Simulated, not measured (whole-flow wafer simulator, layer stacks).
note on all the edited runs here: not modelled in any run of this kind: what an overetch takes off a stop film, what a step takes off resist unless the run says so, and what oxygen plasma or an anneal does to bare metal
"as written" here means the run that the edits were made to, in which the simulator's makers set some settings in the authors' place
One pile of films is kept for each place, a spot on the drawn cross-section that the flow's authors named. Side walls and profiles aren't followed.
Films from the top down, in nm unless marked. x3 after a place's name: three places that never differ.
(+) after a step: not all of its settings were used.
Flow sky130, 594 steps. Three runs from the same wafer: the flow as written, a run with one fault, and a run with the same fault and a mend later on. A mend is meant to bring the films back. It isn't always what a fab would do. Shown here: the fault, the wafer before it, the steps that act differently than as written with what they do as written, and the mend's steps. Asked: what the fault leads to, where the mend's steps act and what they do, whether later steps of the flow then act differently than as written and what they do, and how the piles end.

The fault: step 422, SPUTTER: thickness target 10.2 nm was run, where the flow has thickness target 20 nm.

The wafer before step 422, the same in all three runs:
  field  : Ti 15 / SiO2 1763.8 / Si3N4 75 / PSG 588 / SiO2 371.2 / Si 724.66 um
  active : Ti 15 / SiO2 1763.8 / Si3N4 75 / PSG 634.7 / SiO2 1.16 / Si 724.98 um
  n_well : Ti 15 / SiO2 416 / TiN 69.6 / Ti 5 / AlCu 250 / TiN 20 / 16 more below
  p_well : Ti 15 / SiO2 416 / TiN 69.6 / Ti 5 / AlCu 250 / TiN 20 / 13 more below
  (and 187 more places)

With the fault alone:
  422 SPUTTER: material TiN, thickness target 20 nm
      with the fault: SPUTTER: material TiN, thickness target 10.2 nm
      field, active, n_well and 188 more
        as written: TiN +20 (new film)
        with the fault: TiN +10.2 (new film)
  Later steps of the flow that act differently than as written (13 more steps differ only slightly, by at most 2% or 0.5 nm, whichever is larger, and aren't shown):
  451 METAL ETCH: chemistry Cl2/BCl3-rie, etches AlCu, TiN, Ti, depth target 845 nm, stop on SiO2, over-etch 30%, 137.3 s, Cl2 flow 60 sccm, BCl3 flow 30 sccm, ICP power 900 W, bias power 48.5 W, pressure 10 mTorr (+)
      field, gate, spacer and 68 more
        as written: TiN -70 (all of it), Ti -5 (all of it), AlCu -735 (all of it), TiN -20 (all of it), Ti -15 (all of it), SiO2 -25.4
        with the fault: TiN -70 (all of it), Ti -5 (all of it), AlCu -735 (all of it), TiN -10.2 (all of it), Ti -15 (all of it), SiO2 -26.3
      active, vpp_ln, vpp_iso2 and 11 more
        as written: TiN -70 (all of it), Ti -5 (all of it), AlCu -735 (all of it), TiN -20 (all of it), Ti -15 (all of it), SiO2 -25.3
        with the fault: TiN -70 (all of it), Ti -5 (all of it), AlCu -735 (all of it), TiN -10.2 (all of it), Ti -15 (all of it), SiO2 -26.3
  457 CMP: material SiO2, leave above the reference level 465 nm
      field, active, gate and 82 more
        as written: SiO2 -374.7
        with the fault: SiO2 -383.5
  At the end the piles differ from the flow's by more than 2% or 0.5 nm, whichever is larger, at n_well, p_well, gate_hv and 104 more.
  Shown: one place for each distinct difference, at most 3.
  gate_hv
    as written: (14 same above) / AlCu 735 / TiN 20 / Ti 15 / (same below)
    with the fault: (14 same above) / AlCu 735 / TiN 10.2 / Ti 15 / (same below)
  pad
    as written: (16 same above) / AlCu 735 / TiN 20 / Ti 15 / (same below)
    with the fault: (16 same above) / AlCu 735 / TiN 10.2 / Ti 15 / (same below)
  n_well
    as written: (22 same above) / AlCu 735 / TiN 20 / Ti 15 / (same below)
    with the fault: (22 same above) / AlCu 735 / TiN 10.2 / Ti 15 / (same below)

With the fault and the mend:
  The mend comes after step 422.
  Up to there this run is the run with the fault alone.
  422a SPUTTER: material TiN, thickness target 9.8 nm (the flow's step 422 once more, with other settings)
      field, active, n_well and 188 more
        TiN +9.8
  No later step of the flow acts differently than as written at any place that is followed.
  At the end the piles are the same as the flow's at every place that both follow.
